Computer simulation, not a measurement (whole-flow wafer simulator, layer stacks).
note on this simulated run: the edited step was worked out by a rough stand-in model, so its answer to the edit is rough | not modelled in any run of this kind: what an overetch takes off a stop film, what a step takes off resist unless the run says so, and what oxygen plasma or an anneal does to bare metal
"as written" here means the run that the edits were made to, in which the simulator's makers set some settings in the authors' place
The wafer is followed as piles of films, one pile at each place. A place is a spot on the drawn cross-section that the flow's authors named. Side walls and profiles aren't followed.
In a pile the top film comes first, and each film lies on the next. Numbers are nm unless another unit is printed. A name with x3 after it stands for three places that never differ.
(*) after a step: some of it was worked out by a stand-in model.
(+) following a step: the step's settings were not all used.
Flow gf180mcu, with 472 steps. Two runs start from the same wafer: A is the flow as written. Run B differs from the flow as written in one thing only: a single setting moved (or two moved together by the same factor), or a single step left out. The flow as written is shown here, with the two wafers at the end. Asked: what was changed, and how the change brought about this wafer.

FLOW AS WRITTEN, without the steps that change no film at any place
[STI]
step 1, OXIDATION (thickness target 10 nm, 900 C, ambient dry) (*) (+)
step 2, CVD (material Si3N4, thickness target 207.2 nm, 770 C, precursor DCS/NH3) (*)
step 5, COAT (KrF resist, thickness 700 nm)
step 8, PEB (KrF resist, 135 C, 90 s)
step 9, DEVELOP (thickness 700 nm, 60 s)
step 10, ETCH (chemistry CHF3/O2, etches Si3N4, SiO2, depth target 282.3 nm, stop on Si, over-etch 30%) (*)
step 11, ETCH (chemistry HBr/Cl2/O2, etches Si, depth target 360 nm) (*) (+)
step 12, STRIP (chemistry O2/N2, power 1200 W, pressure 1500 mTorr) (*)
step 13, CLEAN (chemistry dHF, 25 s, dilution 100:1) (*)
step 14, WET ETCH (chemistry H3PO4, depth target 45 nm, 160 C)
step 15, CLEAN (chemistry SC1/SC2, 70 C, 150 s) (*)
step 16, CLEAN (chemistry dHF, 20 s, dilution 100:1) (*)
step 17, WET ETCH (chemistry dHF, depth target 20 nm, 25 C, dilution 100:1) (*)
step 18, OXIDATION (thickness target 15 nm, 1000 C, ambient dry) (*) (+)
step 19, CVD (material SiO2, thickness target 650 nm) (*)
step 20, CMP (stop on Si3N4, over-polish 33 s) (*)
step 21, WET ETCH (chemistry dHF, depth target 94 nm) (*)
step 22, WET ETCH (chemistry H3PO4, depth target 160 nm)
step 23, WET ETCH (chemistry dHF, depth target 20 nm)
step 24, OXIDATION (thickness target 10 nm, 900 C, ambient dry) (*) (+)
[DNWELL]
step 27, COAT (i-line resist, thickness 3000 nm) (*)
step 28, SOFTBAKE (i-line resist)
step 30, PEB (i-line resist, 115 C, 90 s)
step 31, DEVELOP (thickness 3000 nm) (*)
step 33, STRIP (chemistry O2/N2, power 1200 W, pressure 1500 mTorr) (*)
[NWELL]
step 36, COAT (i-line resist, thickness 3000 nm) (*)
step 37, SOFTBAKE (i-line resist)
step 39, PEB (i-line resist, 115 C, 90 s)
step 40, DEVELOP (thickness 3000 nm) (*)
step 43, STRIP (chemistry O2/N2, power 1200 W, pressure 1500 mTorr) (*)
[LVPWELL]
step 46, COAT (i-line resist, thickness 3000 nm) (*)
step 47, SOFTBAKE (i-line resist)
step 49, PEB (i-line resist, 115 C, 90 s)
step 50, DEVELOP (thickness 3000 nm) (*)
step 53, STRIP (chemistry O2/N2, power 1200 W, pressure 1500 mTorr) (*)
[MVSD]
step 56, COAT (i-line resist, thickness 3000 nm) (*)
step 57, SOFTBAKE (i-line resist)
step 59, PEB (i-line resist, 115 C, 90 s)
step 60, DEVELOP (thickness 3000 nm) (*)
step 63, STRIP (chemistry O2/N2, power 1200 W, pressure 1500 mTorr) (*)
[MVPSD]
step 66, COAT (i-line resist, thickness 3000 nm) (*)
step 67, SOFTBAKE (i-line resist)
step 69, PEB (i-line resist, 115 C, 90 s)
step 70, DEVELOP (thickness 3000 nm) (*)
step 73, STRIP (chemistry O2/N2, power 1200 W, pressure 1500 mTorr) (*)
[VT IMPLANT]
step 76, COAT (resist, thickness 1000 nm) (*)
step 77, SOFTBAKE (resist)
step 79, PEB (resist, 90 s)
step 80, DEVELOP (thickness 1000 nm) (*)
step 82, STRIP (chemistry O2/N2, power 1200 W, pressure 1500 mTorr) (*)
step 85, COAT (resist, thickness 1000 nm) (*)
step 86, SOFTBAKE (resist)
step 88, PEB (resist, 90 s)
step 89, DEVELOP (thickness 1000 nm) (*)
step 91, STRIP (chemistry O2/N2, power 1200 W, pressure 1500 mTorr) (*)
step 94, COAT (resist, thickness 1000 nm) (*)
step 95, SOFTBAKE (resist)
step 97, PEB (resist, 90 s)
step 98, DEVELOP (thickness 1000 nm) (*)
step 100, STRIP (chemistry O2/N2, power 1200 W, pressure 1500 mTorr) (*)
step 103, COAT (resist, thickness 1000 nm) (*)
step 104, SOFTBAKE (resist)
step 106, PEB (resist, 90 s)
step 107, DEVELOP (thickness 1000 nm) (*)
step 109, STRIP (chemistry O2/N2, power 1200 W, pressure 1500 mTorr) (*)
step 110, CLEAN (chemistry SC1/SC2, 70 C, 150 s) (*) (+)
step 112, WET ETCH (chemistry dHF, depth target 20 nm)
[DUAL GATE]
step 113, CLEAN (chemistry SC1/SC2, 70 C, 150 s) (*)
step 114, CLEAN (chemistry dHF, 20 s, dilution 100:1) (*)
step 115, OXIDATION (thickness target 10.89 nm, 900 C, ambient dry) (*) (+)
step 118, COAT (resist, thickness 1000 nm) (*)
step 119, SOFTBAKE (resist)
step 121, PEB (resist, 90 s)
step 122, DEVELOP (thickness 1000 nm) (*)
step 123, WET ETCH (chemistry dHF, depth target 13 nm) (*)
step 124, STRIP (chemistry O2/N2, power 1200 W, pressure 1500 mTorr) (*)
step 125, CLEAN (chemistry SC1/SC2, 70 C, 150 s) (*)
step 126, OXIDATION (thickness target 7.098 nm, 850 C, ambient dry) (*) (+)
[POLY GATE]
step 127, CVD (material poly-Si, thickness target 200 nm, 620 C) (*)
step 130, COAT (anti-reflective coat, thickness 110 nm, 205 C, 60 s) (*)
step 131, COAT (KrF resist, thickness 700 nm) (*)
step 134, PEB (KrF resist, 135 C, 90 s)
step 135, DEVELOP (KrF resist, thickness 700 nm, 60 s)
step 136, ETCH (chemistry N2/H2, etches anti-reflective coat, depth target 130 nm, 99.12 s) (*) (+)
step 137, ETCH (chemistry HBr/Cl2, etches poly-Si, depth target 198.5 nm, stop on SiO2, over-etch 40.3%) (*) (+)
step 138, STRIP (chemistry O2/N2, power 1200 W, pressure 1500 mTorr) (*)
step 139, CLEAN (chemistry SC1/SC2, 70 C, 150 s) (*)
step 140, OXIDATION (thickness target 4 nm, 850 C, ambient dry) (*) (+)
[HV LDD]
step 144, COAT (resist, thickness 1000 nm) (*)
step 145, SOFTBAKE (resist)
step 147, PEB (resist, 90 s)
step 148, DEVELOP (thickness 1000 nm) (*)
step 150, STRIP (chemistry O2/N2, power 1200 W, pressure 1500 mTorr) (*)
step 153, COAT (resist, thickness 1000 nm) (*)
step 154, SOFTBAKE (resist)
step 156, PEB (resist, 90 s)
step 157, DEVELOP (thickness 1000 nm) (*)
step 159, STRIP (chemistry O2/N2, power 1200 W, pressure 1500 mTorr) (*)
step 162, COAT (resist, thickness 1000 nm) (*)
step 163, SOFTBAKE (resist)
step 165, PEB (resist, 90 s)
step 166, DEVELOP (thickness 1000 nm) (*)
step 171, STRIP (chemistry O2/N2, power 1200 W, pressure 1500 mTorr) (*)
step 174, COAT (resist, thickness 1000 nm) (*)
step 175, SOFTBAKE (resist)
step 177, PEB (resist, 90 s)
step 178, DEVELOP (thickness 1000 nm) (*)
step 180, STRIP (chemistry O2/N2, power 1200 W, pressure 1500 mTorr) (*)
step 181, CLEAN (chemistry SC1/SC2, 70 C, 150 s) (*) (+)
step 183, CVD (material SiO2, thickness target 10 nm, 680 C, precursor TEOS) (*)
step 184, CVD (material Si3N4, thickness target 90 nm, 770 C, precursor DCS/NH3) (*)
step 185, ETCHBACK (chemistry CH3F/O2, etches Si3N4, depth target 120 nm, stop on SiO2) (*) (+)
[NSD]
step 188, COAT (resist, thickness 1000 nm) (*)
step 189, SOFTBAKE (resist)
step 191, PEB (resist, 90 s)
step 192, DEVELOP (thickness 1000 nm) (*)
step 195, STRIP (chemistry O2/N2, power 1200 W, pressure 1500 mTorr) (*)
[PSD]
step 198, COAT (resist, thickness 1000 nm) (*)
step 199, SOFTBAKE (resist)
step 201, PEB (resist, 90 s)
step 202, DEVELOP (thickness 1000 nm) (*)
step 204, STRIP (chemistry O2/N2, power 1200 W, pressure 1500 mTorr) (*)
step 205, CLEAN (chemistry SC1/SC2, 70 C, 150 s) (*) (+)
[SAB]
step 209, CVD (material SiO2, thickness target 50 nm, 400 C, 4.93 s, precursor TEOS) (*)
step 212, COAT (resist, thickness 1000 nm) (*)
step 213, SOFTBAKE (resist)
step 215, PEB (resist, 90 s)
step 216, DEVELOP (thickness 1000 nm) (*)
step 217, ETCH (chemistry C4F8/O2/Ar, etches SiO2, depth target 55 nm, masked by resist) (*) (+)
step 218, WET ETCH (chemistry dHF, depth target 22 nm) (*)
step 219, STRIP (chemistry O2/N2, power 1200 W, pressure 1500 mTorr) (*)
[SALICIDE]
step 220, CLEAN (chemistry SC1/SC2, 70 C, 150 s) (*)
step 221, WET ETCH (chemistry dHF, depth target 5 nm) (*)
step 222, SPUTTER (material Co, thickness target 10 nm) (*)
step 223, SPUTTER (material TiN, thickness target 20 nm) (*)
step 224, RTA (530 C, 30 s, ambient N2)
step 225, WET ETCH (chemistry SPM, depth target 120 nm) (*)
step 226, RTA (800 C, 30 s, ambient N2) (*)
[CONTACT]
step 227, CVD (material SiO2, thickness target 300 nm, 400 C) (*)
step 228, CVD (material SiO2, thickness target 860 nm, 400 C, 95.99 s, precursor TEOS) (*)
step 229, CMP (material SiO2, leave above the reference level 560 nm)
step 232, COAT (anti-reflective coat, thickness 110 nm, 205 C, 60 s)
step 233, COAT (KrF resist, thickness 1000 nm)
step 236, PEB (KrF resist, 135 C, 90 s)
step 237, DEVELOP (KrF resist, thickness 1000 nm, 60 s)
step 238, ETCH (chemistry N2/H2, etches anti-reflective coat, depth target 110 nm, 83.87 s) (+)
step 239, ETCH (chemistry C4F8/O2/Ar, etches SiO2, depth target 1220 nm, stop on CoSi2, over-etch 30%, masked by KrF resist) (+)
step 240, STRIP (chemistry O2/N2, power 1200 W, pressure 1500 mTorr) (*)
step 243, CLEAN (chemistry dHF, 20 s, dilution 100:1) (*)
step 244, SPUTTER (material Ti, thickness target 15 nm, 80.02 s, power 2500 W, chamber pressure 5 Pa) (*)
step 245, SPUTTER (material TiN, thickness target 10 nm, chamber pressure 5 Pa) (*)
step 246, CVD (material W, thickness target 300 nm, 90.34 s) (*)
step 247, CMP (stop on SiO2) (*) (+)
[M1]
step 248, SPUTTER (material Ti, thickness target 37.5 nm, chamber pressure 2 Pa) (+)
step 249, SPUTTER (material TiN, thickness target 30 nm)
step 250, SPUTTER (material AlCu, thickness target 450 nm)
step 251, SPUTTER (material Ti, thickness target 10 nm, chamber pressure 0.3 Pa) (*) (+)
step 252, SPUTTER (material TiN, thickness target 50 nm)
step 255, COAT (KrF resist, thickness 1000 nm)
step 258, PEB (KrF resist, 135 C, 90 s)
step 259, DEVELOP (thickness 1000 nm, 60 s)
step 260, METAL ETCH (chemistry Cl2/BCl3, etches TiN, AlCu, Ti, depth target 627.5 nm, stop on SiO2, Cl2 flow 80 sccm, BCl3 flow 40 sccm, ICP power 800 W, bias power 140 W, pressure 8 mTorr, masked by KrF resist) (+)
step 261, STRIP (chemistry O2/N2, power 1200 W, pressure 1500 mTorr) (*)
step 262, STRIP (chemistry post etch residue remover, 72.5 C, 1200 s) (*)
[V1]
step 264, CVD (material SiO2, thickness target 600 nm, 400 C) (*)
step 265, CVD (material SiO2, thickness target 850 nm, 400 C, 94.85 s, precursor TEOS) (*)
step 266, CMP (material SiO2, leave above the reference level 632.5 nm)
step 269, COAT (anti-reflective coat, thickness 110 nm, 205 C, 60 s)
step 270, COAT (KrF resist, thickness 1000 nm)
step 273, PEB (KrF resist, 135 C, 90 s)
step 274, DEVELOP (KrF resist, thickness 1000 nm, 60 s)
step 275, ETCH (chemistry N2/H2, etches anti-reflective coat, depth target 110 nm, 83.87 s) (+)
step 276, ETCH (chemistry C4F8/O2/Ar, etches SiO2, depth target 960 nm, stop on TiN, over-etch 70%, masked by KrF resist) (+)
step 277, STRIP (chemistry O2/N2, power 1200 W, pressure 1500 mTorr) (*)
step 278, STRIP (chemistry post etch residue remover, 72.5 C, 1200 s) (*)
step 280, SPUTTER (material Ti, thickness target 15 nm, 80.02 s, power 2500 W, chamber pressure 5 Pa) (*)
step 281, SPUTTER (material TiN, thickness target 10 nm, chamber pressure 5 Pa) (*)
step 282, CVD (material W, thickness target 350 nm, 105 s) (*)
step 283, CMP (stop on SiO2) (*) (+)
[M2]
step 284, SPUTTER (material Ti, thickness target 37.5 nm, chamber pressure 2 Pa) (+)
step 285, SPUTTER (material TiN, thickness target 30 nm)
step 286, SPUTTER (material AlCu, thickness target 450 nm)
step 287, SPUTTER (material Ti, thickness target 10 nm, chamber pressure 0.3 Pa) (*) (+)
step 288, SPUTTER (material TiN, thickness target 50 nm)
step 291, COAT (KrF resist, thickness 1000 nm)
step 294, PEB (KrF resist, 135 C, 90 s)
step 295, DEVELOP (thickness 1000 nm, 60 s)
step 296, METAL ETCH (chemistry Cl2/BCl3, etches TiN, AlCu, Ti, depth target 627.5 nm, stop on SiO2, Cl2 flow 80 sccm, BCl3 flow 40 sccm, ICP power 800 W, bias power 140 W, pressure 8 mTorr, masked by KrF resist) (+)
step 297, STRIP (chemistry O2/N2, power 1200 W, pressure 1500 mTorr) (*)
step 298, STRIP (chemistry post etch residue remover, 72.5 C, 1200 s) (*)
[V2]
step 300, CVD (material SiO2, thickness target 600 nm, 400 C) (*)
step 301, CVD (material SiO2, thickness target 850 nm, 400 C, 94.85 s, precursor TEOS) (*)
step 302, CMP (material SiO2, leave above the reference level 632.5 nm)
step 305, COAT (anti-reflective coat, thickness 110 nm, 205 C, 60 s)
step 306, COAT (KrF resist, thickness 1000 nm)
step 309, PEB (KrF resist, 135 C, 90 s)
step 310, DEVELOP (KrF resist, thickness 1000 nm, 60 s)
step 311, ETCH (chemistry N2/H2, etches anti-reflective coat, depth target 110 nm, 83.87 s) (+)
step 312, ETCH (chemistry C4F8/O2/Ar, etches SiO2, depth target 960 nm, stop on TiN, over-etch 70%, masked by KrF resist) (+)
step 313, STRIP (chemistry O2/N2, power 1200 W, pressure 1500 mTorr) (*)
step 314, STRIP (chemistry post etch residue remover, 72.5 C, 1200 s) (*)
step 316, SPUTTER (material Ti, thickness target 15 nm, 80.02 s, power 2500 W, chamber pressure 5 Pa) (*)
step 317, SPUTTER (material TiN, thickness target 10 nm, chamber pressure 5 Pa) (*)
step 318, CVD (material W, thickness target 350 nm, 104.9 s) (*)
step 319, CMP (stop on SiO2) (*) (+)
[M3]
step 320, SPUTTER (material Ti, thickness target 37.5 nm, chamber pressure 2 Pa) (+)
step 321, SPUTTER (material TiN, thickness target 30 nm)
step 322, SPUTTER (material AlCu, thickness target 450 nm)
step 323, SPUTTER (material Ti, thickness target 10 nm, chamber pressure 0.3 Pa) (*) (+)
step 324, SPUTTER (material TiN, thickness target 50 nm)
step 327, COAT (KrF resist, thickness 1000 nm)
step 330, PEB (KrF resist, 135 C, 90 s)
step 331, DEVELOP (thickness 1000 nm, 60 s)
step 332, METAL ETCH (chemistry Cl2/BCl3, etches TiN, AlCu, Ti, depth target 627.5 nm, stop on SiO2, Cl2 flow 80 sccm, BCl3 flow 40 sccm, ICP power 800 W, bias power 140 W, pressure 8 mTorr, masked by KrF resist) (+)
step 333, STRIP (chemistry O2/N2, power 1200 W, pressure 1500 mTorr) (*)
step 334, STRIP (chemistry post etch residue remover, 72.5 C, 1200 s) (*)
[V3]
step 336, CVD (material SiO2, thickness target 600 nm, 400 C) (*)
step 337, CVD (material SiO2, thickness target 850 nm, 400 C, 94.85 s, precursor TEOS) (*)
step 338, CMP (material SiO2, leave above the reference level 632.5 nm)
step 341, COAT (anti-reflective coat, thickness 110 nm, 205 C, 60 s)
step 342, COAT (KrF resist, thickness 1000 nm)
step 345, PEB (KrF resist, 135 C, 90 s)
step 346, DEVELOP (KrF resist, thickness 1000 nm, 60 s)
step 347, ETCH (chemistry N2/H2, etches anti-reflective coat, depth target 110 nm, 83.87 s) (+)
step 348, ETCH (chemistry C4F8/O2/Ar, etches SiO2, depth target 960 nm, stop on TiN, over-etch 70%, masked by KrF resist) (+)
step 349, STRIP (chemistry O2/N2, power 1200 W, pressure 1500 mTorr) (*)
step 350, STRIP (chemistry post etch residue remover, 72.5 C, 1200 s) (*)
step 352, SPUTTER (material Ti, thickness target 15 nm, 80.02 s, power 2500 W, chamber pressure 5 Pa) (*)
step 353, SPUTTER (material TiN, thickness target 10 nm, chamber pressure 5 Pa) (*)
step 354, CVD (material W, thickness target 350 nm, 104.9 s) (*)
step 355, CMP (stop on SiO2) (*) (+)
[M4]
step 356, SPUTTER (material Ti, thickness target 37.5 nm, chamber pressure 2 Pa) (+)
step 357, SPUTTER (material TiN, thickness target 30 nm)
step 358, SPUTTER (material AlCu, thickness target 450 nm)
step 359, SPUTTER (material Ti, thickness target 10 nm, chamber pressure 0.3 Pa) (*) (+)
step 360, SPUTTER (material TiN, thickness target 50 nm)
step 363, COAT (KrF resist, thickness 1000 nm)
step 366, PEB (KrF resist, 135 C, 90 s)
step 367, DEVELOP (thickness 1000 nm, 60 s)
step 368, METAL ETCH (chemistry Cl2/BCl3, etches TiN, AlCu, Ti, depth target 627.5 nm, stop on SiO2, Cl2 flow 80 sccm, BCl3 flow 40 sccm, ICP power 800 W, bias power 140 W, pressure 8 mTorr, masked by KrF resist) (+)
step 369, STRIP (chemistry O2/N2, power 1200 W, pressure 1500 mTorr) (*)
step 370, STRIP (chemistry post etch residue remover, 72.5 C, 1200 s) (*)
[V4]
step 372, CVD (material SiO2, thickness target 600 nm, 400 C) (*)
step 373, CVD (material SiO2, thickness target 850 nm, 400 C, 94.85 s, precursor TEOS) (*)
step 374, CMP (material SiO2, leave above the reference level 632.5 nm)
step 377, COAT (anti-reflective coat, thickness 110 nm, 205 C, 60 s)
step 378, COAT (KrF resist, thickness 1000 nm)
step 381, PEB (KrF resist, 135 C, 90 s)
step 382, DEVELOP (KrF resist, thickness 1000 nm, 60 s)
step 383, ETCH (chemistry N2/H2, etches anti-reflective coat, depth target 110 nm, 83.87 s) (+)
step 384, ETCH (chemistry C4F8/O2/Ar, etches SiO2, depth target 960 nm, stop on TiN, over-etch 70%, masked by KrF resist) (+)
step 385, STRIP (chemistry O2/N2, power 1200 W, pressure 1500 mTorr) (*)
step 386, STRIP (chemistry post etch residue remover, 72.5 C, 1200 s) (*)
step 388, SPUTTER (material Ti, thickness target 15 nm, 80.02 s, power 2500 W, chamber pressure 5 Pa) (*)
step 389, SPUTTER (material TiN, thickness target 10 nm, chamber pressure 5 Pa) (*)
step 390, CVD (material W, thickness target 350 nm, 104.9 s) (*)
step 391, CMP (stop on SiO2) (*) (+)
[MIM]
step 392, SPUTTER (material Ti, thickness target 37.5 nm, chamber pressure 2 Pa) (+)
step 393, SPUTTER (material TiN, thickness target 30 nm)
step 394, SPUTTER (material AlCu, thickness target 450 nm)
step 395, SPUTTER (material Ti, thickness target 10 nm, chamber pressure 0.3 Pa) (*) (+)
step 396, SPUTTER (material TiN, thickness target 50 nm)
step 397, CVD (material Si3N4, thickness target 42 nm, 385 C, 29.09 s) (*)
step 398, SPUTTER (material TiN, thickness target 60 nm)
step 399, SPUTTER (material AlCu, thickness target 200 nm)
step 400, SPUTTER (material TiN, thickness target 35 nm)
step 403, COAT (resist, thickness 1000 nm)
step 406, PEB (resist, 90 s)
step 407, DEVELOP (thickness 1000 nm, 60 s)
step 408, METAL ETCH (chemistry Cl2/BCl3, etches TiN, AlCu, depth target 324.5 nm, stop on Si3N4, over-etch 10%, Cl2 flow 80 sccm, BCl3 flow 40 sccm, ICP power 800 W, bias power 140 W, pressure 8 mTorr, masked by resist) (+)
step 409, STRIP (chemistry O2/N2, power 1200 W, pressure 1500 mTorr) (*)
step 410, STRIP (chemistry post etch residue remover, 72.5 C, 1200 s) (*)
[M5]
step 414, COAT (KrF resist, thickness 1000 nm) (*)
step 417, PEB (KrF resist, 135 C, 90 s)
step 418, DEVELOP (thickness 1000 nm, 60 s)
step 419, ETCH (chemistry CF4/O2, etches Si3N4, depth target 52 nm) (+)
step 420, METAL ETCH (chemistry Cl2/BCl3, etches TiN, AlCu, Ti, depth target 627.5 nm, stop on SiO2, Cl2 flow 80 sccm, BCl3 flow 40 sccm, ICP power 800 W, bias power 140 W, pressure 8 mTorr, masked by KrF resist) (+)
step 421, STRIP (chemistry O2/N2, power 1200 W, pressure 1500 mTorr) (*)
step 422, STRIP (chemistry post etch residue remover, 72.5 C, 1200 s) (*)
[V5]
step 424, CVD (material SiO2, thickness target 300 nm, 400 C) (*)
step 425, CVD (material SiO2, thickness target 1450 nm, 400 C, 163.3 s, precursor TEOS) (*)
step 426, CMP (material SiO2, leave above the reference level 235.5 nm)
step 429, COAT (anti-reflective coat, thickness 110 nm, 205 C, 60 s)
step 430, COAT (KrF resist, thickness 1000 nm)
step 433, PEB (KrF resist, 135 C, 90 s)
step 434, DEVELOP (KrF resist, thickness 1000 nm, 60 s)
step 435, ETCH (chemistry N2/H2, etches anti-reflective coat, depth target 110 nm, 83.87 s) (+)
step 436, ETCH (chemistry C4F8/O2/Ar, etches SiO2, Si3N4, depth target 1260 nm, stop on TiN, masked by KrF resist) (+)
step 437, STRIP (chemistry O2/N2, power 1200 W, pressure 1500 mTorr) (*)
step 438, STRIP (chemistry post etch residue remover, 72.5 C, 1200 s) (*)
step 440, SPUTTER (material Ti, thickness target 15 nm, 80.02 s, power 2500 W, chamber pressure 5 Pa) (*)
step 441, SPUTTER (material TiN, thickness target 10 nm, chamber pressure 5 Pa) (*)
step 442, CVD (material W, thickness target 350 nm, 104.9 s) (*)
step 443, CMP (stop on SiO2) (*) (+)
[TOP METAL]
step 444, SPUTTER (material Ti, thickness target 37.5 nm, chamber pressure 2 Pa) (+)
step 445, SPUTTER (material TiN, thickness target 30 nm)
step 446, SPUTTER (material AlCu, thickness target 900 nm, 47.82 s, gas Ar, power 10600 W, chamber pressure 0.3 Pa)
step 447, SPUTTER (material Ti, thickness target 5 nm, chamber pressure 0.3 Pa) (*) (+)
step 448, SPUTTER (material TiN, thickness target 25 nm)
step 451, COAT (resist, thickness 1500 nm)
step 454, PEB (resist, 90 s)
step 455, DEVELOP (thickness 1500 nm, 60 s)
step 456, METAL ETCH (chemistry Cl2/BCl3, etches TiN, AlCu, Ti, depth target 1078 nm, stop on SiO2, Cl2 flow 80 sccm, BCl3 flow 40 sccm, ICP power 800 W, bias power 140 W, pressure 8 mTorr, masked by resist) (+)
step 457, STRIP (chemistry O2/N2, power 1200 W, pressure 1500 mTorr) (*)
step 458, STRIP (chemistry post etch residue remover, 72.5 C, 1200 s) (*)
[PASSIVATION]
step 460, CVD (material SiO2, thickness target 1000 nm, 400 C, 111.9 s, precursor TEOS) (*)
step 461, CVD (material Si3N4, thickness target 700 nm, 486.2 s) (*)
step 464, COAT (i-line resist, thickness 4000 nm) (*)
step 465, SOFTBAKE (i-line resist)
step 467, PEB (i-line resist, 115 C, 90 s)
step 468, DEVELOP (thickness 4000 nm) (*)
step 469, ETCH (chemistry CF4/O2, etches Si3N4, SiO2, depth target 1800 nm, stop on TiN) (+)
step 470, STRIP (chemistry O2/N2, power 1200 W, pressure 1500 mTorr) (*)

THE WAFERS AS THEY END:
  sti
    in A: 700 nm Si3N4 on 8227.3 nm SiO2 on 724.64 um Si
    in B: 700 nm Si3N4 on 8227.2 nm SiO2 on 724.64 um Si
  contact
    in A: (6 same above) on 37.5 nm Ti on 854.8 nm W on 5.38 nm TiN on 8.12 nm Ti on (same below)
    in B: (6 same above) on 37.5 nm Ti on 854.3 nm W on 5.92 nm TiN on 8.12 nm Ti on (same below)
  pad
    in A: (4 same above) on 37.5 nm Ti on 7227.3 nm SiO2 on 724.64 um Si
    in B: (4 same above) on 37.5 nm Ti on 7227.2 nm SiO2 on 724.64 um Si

The reason: step 441, SPUTTER: thickness target 11 nm was run, whereas the flow has thickness target 10 nm.

How this came from the change, step by step:
  step 441, SPUTTER (material TiN, thickness target 10 nm, chamber pressure 5 Pa) (*)
      field, field__w1, field__w2 and 108 more: A +10 TiN (new film) | B +11 TiN (new film)
      contact: A +5.38 TiN (new film) | B +5.92 TiN (new film)
  step 443, CMP (stop on SiO2) (*) (+)
      field, field__w1, field__w2 and 108 more: A -350 W (all of it), -10 TiN (all of it), -15 Ti (all of it), -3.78 SiO2 | B -350 W (all of it), -11 TiN (all of it), -15 Ti (all of it), -3.79 SiO2
